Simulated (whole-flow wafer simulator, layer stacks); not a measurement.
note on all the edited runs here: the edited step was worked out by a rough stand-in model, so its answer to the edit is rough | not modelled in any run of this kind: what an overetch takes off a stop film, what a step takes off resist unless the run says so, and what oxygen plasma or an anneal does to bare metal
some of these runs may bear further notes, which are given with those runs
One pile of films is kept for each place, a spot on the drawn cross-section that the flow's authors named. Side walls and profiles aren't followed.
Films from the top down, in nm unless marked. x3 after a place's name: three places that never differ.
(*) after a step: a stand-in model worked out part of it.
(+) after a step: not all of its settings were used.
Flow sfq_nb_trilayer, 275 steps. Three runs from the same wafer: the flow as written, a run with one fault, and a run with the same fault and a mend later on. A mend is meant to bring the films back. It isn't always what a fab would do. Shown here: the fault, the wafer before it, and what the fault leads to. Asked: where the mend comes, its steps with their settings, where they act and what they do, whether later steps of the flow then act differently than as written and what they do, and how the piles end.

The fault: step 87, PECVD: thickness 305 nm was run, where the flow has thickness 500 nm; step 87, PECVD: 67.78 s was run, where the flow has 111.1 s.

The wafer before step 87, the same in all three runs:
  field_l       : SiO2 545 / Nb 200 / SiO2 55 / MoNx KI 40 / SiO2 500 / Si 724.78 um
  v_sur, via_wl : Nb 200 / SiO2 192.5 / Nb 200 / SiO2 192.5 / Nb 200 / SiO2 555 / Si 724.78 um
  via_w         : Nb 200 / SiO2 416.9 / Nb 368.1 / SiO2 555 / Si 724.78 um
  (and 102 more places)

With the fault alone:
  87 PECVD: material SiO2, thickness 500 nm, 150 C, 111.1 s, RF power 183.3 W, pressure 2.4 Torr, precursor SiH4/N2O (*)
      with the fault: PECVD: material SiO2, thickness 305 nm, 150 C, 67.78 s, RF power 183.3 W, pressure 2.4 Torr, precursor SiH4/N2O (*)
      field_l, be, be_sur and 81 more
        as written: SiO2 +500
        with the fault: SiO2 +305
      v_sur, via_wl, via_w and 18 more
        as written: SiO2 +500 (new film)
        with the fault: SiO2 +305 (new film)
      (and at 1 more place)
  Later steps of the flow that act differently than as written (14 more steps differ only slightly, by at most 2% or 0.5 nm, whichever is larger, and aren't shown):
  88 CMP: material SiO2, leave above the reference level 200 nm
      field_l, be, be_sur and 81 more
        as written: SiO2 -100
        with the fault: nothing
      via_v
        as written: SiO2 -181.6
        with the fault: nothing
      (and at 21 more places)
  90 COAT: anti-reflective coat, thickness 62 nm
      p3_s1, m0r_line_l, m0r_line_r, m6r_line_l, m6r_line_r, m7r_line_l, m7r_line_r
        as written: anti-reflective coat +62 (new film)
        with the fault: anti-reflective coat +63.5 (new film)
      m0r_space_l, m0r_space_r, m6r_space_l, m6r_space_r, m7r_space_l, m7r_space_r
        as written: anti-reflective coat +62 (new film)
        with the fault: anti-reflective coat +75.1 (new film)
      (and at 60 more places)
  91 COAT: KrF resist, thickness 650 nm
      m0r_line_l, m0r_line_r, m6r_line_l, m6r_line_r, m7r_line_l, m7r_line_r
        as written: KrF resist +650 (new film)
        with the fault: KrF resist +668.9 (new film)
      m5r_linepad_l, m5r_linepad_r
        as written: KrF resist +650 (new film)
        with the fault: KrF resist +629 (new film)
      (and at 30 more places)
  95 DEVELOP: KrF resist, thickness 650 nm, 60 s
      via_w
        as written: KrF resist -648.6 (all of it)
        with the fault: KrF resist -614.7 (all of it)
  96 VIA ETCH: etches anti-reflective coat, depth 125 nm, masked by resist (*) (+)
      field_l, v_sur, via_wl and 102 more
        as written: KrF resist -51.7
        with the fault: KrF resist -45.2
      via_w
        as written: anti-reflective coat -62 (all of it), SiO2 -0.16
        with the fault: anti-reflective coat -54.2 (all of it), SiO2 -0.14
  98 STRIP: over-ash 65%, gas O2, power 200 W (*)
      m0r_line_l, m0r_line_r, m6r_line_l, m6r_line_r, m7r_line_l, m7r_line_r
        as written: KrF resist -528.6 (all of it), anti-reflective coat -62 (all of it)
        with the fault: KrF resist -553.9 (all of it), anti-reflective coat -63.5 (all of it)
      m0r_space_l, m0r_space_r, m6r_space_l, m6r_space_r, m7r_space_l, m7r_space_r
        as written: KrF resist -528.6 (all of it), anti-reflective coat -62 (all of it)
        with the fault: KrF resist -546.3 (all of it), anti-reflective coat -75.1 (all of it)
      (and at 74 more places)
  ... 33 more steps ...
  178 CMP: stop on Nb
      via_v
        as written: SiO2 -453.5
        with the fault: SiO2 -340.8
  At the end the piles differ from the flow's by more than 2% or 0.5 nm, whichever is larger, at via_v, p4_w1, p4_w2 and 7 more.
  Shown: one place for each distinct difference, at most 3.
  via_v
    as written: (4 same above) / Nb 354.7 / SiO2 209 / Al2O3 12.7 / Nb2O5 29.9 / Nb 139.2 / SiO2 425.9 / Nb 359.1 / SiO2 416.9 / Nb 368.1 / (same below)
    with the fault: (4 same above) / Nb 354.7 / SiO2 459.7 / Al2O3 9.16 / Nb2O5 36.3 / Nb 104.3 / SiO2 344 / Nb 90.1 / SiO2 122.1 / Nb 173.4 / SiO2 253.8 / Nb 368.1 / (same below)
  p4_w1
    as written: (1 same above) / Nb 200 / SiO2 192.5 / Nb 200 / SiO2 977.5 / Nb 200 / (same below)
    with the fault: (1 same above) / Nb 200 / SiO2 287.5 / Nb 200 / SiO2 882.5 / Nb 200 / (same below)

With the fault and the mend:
  The mend comes after step 87.
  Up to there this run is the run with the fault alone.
  87a PECVD: material SiO2, thickness 195 nm, 150 C, 43.33 s, RF power 183.3 W, pressure 2.4 Torr, precursor SiH4/N2O (the flow's step 87 once more, with other settings)
      field_l, v_sur, via_wl and 102 more
        SiO2 +195
      via_v
        SiO2 +173.8
  Later steps of the flow that act differently than as written (2 more steps differ only slightly, by at most 2% or 0.5 nm, whichever is larger, and aren't shown):
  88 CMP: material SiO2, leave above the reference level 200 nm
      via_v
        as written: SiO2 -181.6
        with the mend: SiO2 -10.7
  At the end the piles are the same as the flow's at every place that both follow.
